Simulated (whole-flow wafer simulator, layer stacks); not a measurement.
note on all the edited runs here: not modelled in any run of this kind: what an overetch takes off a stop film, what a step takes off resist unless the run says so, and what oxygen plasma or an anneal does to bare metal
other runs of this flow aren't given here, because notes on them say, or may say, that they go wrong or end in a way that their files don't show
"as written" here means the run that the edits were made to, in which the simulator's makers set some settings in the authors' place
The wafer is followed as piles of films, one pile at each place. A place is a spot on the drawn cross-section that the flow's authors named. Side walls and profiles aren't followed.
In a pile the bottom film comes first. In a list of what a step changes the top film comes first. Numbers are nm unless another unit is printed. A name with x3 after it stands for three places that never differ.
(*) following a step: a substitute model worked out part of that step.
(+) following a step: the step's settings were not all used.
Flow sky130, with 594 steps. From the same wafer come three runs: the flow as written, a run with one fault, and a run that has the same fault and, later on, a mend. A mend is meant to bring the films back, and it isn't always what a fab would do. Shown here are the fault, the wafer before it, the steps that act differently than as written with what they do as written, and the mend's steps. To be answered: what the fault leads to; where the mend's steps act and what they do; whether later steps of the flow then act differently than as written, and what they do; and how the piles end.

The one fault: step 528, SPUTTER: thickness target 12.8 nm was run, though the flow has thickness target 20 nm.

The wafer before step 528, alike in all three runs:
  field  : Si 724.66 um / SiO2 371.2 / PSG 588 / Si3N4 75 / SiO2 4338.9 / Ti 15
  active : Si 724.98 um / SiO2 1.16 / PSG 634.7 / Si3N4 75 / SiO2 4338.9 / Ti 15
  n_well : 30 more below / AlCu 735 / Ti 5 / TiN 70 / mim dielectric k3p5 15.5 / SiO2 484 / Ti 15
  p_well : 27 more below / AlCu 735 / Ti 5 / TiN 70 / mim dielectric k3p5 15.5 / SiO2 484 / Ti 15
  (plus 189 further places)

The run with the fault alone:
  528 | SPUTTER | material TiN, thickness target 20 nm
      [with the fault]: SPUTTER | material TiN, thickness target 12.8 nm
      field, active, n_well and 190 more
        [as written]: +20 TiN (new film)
        [with the fault]: +12.8 TiN (new film)
  Later steps of the flow acting differently than as written (19 more steps, not shown, differ only slightly: by at most 2% or 0.5 nm, whichever is larger):
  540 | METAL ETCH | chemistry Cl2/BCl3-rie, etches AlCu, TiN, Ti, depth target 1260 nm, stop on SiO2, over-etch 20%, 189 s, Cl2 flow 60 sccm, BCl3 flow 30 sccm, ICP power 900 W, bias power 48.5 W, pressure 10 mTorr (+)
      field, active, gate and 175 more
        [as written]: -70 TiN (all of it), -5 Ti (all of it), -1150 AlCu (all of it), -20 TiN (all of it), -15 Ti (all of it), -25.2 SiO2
        [with the fault]: -70 TiN (all of it), -5 Ti (all of it), -1150 AlCu (all of it), -12.8 TiN (all of it), -15 Ti (all of it), -25.9 SiO2
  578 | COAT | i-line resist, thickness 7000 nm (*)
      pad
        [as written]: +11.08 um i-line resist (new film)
        [with the fault]: +11.09 um i-line resist (new film)
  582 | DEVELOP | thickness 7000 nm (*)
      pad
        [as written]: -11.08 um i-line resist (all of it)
        [with the fault]: -11.09 um i-line resist (all of it)
  By the end, the piles at n_well, p_well, sd_n and 12 more depart from the flow's by more than 2% or 0.5 nm, whichever is larger.
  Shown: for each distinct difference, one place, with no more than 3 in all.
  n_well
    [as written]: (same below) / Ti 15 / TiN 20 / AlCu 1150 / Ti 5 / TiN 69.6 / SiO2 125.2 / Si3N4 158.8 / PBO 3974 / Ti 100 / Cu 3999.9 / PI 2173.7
    [with the fault]: (same below) / Ti 15 / TiN 12.8 / AlCu 1150 / Ti 5 / TiN 69.6 / SiO2 125.2 / Si3N4 158.8 / PBO 3979.2 / Ti 100 / Cu 3999.9 / PI 2174.5
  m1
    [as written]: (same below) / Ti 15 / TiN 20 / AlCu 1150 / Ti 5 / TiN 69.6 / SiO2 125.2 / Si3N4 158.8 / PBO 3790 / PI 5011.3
    [with the fault]: (same below) / Ti 15 / TiN 12.8 / AlCu 1150 / Ti 5 / TiN 69.6 / SiO2 125.2 / Si3N4 158.8 / PBO 3796 / PI 5011.7
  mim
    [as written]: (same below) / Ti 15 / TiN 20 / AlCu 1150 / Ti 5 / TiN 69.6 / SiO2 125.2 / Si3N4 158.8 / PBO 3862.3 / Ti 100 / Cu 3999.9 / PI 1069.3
    [with the fault]: (same below) / Ti 15 / TiN 12.8 / AlCu 1150 / Ti 5 / TiN 69.6 / SiO2 125.2 / Si3N4 158.8 / PBO 3867.9 / Ti 100 / Cu 3999.9 / PI 1070

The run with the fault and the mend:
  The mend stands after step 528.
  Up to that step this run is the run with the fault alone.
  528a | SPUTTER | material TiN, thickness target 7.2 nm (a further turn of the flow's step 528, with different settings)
      field, active, n_well and 190 more
        +7.2 TiN
  Later steps of the flow that are run all act as written at every place that is followed.
  The piles end the same as the flow's at every place that both follow.
